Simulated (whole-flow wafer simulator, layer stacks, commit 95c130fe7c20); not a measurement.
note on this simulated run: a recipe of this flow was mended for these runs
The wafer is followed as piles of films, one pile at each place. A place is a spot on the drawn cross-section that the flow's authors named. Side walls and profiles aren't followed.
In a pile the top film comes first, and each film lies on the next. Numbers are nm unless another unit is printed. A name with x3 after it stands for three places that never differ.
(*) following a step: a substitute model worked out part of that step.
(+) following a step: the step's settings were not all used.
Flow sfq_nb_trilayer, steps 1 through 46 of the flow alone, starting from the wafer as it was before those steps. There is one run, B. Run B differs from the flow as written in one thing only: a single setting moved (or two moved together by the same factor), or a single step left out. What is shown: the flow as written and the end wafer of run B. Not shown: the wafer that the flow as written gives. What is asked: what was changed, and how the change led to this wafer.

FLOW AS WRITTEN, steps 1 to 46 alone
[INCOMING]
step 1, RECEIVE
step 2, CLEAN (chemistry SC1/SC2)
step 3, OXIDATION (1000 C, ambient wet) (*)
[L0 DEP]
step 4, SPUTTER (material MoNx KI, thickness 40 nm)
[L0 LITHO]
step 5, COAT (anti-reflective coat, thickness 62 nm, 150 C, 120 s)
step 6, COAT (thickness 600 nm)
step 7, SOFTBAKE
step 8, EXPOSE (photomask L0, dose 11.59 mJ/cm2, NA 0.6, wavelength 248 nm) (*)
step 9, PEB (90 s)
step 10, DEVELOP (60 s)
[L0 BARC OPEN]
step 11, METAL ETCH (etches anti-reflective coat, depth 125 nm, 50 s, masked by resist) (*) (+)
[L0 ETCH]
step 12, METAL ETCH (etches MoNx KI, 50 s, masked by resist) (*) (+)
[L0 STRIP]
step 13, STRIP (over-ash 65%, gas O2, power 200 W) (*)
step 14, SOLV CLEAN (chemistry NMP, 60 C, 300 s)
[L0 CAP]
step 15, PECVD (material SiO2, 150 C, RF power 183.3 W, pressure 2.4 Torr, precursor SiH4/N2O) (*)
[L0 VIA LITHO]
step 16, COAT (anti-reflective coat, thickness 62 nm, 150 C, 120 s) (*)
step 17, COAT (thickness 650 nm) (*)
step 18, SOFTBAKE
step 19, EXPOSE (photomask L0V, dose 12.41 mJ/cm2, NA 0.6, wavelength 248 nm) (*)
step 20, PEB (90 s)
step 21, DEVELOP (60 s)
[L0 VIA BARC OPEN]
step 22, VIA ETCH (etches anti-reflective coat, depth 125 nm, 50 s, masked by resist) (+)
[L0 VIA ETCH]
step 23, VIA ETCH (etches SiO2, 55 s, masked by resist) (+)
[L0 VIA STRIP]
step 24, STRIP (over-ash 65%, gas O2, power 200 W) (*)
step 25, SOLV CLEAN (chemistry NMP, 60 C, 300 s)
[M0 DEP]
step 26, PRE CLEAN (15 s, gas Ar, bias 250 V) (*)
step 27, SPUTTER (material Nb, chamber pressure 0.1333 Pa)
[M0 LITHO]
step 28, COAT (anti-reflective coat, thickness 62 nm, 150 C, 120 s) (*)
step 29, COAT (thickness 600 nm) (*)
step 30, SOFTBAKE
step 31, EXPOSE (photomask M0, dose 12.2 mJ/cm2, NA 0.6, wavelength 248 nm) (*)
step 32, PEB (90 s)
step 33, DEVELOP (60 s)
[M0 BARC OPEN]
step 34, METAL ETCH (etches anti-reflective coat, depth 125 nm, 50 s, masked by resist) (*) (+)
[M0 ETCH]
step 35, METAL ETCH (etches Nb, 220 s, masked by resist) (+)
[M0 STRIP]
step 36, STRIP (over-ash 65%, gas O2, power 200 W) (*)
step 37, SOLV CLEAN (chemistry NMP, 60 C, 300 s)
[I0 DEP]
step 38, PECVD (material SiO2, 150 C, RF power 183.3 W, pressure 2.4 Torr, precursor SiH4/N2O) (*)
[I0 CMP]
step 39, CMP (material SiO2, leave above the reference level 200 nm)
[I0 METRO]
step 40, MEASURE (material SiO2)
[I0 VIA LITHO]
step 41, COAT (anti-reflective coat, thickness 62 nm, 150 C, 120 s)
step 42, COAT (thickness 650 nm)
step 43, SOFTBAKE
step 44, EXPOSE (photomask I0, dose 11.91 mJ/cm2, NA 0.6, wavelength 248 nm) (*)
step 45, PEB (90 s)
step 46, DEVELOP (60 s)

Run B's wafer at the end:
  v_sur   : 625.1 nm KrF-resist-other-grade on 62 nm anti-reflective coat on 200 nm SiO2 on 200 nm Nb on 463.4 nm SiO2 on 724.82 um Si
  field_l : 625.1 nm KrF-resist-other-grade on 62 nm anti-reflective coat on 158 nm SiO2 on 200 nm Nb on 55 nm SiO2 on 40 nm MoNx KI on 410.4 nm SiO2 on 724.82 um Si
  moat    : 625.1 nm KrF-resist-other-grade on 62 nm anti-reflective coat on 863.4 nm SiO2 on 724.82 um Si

What caused this: step 3, OXIDATION: 973 C was run, while the flow as written has 1000 C.

The path from the change to this, step by step:
  step 3, OXIDATION (1000 C, ambient wet) (*)
      field_l, v_sur, via_wl and 103 more: +410.4 SiO2 (new film), -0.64 chemical SiO2 (all of it), -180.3 Si (it would be, as written: +500 SiO2 (new film), -0.64 chemical SiO2 (all of it), -219.7 Si)
